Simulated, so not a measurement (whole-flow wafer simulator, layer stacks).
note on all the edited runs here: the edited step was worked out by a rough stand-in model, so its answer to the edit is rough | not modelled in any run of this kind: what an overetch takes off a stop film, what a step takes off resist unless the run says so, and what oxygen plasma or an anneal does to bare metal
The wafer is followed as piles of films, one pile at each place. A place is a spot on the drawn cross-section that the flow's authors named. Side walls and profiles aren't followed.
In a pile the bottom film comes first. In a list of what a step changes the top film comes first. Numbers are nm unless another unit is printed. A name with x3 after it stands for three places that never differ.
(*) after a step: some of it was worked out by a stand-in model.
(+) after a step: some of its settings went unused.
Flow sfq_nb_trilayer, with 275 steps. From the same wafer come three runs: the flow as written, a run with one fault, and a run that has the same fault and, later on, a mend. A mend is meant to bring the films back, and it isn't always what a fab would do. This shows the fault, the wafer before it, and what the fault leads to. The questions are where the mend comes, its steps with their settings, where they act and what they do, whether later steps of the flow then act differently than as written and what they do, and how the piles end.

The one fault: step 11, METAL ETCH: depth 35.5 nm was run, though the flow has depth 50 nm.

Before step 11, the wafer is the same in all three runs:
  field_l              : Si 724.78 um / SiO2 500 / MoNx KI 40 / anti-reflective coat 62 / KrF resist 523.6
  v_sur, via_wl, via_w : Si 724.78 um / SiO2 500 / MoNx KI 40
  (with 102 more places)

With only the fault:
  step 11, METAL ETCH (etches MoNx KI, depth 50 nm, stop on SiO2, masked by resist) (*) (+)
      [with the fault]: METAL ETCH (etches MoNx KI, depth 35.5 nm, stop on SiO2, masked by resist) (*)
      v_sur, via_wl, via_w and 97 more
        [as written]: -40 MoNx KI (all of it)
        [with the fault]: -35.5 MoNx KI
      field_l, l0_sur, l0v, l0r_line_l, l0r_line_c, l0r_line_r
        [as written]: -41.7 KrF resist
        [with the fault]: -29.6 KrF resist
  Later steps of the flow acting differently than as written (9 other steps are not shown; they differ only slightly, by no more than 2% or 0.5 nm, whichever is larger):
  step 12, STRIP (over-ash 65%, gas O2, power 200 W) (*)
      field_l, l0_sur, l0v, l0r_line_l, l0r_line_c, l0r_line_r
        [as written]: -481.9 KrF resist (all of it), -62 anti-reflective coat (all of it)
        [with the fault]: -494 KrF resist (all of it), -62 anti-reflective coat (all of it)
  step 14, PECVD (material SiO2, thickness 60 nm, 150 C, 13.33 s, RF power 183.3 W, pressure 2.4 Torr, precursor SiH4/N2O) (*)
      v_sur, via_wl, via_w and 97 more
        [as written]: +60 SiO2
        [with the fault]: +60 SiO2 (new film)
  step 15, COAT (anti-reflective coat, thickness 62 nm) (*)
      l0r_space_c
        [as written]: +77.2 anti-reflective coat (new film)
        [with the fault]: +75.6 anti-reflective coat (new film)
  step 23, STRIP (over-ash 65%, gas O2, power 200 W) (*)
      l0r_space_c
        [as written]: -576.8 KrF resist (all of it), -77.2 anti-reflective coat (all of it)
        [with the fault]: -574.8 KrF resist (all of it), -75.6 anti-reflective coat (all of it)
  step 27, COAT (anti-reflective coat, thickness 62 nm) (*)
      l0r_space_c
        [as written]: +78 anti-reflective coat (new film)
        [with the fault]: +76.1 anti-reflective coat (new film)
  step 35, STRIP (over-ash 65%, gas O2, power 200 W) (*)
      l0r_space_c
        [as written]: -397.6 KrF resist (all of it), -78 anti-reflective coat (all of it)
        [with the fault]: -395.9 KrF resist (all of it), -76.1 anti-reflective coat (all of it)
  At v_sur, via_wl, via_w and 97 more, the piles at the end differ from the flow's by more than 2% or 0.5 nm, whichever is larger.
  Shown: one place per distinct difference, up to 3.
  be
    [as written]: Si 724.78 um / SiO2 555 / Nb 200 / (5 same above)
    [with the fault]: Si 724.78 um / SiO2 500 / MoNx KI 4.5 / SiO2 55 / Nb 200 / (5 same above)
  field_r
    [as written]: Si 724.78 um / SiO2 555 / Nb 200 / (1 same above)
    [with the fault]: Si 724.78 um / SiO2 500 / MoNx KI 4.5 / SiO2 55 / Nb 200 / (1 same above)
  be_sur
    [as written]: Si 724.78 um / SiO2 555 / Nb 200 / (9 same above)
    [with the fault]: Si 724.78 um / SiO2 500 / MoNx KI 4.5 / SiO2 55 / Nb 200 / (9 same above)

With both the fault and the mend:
  The mend stands after step 11.
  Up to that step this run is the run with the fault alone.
  step 11a, METAL ETCH (etches MoNx KI, depth 14.5 nm, stop on SiO2, masked by resist) (+) (the flow's step 11 again, with other settings)
      v_sur, via_wl, via_w and 97 more
        -4.5 MoNx KI (all of it)
      field_l, l0_sur, l0v, l0r_line_l, l0r_line_c, l0r_line_r
        -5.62 KrF resist
  Every later step of the flow that is run acts as written, at every place that is followed, to within 2% or 0.5 nm, whichever is larger.
  The piles end the same as the flow's at every place that both follow.
